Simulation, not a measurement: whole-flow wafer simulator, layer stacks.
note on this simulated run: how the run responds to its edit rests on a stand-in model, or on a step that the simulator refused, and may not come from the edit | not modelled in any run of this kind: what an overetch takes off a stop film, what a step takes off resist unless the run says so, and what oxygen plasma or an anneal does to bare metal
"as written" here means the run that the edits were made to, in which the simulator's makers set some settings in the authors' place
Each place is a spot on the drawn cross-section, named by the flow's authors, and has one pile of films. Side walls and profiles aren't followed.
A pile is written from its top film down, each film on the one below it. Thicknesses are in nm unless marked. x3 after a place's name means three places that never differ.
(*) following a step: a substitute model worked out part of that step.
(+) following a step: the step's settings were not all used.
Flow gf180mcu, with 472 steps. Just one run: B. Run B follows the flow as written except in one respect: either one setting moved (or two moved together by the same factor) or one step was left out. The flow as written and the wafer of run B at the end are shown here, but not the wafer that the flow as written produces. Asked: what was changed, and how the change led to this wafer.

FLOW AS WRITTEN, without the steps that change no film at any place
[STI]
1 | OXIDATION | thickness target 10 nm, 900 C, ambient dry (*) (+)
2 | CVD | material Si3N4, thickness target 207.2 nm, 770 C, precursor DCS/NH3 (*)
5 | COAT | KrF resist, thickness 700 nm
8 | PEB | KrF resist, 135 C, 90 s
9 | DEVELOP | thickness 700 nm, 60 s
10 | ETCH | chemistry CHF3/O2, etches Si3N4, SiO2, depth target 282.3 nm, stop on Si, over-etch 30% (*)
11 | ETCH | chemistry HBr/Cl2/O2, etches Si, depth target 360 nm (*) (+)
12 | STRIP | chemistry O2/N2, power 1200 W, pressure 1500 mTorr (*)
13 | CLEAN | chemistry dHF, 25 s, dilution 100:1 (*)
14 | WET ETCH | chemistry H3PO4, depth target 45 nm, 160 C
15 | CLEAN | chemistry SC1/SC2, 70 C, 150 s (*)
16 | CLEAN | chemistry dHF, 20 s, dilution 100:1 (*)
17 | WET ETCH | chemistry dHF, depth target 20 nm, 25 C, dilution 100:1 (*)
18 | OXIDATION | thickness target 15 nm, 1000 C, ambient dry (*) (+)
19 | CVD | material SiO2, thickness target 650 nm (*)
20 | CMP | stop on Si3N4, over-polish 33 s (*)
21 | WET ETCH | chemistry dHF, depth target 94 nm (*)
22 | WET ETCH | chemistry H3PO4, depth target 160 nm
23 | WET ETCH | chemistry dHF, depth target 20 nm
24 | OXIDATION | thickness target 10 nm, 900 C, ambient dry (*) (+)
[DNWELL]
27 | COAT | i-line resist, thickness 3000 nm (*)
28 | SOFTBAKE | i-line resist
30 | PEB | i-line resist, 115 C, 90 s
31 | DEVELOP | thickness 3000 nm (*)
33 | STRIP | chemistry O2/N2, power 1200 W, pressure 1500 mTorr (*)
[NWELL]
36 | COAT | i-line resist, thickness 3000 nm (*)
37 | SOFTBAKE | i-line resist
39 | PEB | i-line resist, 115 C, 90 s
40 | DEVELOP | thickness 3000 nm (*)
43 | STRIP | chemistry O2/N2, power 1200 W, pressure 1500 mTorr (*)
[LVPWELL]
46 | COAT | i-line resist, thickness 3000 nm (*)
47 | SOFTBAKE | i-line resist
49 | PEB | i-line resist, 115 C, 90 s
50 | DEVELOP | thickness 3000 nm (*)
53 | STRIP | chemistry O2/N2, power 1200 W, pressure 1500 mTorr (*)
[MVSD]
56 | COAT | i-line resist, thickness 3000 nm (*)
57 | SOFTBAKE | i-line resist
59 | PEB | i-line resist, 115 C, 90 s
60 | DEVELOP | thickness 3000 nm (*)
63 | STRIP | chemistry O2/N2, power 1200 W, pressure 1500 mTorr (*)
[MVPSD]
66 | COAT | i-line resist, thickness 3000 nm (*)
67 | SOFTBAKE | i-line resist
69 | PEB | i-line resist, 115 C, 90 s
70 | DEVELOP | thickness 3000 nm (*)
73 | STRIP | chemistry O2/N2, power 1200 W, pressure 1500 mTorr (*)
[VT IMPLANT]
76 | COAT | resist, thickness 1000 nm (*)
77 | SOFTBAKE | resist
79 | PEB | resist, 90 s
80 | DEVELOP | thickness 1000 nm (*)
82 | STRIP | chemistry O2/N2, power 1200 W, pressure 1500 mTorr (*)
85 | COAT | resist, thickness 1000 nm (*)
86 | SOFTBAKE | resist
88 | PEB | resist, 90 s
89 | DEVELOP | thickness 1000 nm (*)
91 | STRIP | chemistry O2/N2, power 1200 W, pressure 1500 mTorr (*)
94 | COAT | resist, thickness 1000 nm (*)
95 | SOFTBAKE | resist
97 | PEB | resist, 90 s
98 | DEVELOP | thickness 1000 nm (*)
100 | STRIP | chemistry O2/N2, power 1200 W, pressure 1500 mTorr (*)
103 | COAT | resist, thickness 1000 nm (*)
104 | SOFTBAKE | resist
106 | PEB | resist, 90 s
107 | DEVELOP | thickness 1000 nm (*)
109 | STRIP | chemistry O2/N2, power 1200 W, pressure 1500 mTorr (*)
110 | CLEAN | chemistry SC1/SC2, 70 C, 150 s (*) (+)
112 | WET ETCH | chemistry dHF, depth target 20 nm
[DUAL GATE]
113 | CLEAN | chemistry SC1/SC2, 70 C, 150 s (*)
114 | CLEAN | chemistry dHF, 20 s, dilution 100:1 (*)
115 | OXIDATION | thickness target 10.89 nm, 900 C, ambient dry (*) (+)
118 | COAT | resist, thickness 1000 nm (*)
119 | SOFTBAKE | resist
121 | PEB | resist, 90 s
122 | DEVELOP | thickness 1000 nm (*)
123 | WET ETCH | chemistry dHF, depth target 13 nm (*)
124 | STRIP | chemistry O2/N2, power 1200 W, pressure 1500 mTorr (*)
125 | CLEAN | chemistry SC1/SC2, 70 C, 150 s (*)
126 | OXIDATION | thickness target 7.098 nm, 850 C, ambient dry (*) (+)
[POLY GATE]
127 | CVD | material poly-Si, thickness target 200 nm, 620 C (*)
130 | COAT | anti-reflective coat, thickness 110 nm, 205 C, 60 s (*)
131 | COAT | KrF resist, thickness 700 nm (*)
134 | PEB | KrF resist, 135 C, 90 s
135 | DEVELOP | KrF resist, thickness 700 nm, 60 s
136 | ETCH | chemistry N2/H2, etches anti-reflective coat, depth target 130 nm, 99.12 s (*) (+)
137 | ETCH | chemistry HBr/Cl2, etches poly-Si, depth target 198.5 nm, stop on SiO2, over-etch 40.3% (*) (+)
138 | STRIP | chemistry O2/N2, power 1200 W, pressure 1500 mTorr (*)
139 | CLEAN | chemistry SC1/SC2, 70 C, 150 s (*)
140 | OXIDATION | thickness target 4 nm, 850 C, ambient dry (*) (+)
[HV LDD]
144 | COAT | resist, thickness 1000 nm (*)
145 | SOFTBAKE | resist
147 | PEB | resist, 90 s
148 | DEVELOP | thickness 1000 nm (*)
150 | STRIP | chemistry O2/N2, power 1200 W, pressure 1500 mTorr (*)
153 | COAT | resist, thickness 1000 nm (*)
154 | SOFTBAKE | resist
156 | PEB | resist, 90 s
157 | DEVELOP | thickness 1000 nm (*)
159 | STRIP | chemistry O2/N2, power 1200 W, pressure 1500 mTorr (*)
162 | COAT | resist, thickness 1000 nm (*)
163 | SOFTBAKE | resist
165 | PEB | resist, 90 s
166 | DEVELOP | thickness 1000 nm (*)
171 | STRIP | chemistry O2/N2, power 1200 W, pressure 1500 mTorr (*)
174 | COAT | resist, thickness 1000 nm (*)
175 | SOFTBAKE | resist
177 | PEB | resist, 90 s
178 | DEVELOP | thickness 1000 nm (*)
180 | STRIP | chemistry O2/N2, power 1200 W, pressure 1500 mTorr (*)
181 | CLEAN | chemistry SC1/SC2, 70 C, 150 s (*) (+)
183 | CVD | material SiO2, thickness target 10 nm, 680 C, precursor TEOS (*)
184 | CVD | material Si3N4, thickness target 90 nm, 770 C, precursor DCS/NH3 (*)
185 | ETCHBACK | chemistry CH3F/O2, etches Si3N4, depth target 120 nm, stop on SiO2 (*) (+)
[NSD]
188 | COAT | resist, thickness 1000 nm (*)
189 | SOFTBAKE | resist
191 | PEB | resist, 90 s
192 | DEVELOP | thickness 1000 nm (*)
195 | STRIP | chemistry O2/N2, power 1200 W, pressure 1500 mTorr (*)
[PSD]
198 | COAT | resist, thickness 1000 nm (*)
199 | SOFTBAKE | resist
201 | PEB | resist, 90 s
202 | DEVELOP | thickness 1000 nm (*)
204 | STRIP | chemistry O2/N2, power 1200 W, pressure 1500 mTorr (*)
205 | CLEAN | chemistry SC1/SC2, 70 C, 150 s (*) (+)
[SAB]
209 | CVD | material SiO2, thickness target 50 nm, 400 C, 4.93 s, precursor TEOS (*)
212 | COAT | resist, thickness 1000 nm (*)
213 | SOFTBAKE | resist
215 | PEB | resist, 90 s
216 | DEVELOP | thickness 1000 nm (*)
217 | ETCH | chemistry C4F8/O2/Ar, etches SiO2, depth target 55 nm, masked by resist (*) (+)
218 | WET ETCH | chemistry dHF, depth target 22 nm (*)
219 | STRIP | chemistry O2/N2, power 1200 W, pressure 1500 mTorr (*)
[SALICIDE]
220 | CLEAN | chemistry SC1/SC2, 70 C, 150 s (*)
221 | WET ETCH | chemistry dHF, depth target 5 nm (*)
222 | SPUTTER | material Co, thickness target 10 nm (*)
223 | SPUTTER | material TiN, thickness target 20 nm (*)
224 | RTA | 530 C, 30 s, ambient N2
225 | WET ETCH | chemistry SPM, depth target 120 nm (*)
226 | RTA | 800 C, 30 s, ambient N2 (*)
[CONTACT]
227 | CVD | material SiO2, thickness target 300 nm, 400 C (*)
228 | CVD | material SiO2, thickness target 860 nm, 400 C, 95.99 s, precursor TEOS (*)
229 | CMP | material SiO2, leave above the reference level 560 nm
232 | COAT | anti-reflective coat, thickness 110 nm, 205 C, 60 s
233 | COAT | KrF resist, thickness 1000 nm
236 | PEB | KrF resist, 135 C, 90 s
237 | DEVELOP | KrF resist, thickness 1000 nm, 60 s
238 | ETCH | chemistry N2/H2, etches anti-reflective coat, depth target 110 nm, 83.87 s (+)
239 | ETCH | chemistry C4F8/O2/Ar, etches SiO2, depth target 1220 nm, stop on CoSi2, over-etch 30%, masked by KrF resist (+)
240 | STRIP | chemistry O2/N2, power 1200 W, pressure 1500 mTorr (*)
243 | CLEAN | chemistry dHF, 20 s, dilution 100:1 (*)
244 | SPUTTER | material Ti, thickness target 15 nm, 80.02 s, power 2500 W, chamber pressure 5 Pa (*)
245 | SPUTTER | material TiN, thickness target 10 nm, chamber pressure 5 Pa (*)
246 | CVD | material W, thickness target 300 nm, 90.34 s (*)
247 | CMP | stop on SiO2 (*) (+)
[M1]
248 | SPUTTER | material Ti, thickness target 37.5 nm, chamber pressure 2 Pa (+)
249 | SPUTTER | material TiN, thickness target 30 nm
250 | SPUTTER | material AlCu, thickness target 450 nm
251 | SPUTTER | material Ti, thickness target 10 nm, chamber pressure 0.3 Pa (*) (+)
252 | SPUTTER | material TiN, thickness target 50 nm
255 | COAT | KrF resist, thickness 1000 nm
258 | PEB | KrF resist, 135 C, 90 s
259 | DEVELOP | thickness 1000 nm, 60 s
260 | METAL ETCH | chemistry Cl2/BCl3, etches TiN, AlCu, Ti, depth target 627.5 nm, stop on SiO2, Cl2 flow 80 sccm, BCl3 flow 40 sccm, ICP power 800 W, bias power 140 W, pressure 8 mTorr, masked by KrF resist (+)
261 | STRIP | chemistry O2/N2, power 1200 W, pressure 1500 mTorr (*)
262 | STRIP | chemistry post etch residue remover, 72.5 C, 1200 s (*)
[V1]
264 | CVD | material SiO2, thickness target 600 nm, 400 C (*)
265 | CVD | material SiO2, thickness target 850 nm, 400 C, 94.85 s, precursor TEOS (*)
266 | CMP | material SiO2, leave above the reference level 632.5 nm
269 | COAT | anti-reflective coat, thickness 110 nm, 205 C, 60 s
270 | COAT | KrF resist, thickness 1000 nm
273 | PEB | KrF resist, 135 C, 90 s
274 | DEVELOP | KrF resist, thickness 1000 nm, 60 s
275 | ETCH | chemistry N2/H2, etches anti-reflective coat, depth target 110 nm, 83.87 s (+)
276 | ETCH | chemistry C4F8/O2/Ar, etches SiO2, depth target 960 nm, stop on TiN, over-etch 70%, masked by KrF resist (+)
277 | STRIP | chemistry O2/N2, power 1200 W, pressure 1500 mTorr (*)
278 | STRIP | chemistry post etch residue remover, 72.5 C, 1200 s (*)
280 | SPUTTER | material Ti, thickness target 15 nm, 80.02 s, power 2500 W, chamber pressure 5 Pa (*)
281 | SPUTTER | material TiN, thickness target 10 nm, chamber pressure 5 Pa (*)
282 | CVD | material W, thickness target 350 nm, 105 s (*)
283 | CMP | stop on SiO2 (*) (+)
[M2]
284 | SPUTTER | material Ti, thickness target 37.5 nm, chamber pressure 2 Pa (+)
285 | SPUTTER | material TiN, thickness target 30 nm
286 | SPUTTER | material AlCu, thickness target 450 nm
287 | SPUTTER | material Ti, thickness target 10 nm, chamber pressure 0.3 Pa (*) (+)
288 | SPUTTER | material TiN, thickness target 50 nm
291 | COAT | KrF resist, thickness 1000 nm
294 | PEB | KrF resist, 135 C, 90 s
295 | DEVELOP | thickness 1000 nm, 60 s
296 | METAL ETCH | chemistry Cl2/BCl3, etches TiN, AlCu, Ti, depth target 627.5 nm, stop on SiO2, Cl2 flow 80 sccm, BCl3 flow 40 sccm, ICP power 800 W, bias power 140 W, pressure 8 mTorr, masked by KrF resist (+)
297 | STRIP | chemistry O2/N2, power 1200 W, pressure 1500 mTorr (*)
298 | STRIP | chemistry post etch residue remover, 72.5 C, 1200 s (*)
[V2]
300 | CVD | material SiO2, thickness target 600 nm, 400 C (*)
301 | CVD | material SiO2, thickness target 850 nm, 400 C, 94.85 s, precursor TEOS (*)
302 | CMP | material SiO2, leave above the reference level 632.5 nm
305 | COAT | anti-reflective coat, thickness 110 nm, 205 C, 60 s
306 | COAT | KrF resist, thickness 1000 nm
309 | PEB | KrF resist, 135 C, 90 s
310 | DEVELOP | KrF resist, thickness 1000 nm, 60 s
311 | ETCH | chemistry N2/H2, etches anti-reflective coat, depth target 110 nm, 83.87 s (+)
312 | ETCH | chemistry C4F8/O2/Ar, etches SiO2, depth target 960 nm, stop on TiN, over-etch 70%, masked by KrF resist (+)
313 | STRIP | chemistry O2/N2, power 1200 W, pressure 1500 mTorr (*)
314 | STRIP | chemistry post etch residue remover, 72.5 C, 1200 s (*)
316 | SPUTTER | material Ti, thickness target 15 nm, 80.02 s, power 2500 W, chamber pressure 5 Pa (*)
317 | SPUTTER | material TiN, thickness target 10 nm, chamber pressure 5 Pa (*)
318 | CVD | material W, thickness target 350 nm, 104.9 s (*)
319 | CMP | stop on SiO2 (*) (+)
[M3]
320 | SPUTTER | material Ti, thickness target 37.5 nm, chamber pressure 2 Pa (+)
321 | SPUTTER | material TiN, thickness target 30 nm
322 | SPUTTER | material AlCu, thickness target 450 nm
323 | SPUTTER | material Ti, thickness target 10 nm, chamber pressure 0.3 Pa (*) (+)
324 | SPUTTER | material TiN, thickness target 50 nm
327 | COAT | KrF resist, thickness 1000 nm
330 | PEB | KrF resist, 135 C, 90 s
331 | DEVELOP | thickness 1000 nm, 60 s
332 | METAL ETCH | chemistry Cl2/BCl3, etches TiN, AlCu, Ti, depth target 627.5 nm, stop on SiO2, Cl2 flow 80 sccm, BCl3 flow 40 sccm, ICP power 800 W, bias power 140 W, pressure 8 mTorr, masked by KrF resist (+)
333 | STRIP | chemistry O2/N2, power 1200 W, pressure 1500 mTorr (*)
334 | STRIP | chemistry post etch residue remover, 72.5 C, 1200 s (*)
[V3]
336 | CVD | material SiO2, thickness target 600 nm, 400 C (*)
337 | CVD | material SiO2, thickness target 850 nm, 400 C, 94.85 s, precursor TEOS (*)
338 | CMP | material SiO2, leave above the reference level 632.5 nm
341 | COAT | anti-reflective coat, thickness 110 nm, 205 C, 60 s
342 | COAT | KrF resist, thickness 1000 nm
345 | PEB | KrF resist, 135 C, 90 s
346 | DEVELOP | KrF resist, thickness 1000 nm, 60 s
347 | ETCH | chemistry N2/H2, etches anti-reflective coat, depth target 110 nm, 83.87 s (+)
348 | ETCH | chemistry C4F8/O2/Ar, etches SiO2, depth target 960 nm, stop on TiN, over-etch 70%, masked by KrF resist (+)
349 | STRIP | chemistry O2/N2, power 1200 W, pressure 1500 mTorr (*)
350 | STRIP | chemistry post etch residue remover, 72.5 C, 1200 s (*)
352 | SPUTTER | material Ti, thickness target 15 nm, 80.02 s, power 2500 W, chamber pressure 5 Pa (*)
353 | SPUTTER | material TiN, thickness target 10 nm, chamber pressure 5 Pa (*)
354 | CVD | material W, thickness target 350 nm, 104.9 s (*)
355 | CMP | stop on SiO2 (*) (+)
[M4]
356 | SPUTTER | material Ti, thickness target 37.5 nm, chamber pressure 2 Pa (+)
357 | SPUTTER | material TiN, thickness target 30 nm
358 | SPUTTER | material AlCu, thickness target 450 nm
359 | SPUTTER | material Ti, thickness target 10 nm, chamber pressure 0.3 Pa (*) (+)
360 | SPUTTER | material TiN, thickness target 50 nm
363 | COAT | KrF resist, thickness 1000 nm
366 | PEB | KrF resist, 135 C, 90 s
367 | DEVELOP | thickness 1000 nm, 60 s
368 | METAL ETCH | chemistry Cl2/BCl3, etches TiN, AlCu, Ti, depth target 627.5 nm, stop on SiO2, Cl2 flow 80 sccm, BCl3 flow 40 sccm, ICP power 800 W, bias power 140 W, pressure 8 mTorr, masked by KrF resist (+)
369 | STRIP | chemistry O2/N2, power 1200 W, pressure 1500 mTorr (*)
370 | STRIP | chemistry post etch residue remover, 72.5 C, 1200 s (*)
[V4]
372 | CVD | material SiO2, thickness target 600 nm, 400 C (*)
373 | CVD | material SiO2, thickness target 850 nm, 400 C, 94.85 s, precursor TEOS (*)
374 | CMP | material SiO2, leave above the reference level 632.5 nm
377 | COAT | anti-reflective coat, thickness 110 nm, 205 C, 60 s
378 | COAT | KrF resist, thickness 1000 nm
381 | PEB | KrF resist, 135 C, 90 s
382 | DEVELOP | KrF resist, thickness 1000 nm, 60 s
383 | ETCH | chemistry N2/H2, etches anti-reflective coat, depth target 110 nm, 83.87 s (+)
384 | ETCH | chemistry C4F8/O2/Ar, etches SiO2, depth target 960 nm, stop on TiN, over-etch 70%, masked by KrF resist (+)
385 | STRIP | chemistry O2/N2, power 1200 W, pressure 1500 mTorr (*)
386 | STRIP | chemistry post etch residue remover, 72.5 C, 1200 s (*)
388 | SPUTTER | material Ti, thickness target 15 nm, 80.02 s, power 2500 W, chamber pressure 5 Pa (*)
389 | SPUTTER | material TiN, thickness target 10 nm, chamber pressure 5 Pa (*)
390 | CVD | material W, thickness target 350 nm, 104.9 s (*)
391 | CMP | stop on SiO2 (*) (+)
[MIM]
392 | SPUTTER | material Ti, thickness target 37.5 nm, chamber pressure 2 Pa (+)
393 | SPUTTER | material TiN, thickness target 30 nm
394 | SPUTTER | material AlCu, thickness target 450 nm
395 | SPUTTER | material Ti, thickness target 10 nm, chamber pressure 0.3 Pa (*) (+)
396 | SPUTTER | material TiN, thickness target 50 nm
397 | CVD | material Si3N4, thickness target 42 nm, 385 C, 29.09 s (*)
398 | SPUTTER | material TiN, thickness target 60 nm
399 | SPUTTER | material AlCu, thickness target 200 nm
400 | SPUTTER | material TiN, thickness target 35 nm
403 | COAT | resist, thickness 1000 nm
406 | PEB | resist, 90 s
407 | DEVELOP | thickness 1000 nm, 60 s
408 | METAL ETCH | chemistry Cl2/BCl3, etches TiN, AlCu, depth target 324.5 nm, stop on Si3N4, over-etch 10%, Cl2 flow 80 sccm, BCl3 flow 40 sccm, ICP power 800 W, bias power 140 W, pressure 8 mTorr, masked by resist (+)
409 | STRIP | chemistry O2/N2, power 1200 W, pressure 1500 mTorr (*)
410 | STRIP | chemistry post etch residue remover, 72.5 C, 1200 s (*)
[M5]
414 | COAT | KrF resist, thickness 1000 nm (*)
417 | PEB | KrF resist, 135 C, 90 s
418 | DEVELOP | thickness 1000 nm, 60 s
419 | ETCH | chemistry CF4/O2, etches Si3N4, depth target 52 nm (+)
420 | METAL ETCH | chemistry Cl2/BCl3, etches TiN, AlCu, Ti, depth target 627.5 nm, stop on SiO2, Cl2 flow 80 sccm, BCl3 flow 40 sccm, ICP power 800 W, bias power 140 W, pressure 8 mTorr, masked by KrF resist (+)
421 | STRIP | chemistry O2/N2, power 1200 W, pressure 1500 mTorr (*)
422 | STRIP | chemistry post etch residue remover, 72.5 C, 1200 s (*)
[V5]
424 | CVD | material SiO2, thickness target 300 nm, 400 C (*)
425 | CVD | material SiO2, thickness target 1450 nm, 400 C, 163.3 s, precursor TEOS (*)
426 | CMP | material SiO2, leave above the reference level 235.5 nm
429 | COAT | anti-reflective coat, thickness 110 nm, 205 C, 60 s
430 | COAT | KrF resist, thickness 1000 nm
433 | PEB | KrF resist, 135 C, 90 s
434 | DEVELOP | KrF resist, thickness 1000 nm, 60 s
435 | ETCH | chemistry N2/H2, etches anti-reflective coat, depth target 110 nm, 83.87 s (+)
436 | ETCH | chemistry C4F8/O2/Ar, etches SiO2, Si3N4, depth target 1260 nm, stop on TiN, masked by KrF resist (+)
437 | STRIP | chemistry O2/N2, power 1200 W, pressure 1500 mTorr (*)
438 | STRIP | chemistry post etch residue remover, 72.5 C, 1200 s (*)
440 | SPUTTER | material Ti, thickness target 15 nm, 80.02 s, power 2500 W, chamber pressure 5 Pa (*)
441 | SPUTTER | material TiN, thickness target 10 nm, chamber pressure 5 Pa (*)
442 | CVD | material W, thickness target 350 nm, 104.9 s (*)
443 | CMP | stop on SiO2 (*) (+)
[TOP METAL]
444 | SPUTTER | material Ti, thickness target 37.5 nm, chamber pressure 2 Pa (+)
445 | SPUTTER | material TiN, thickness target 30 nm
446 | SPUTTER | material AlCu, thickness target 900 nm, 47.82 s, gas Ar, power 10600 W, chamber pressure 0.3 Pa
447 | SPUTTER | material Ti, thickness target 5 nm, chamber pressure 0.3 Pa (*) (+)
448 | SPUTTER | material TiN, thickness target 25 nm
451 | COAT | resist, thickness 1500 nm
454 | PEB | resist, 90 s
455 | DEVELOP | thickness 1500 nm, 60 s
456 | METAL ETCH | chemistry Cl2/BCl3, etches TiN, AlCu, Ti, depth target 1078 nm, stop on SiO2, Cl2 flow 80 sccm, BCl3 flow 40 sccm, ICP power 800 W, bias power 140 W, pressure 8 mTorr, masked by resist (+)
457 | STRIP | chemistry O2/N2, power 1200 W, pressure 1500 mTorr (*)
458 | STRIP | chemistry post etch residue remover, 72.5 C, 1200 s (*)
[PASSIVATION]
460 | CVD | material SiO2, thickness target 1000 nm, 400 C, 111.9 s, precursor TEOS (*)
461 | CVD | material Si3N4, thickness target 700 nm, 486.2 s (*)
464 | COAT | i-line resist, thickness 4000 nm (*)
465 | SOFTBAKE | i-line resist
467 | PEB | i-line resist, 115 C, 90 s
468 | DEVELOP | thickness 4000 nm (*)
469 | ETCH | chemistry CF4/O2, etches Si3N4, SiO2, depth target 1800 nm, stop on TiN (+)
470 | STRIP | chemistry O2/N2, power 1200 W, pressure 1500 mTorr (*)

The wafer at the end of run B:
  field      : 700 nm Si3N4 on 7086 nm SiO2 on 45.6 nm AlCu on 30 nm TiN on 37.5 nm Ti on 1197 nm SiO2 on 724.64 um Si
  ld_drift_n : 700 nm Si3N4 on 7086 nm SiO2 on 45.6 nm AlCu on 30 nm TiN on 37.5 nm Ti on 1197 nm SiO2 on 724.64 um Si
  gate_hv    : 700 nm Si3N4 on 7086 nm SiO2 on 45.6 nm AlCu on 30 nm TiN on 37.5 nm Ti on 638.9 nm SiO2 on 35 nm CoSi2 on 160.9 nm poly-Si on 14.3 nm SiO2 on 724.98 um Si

Cause: step 250, SPUTTER: thickness target 618.8 nm was run, whereas the flow has thickness target 450 nm.

Step by step, how the change led to this:
  250 | SPUTTER | material AlCu, thickness target 450 nm
      field, field__w1, field__w2 and 108 more: AlCu gains 618.8 (new film) (in the flow as written it would be: AlCu gains 450 (new film))
  260 | METAL ETCH | chemistry Cl2/BCl3, etches TiN, AlCu, Ti, depth target 627.5 nm, stop on SiO2, Cl2 flow 80 sccm, BCl3 flow 40 sccm, ICP power 800 W, bias power 140 W, pressure 8 mTorr, masked by KrF resist (+)
      field, field__w1, field__w2 and 99 more: TiN loses 50 (all of it), Ti loses 10 (all of it), AlCu loses 567.5 (in the flow as written it would be: TiN loses 50 (all of it), Ti loses 10 (all of it), AlCu loses 450 (all of it), TiN loses 30 (all of it), Ti loses 37.5 (all of it))
  262 | STRIP | chemistry post etch residue remover, 72.5 C, 1200 s (*)
      field, field__w1, field__w2 and 99 more: AlCu loses 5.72 (in the flow as written it would be: nothing)
  264 | CVD | material SiO2, thickness target 600 nm, 400 C (*)
      field, field__w1, field__w2 and 99 more: SiO2 gains 600 (new film) (in the flow as written it would be: SiO2 gains 600)
  266 | CMP | material SiO2, leave above the reference level 632.5 nm
      field, field__w1, field__w2 and 99 more: SiO2 loses 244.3 (in the flow as written it would be: SiO2 loses 300)
Taking metal films that touch as one body, field has 1 body; the flow as written gives 0 bodies.
Taking metal films that touch as one body, ld_drift_n has 1 body; the flow as written gives 0 bodies.
Taking metal films that touch as one body, gate_hv has 2 bodies (between them, from the top down: SiO2 638.9); the flow as written gives 1 body.
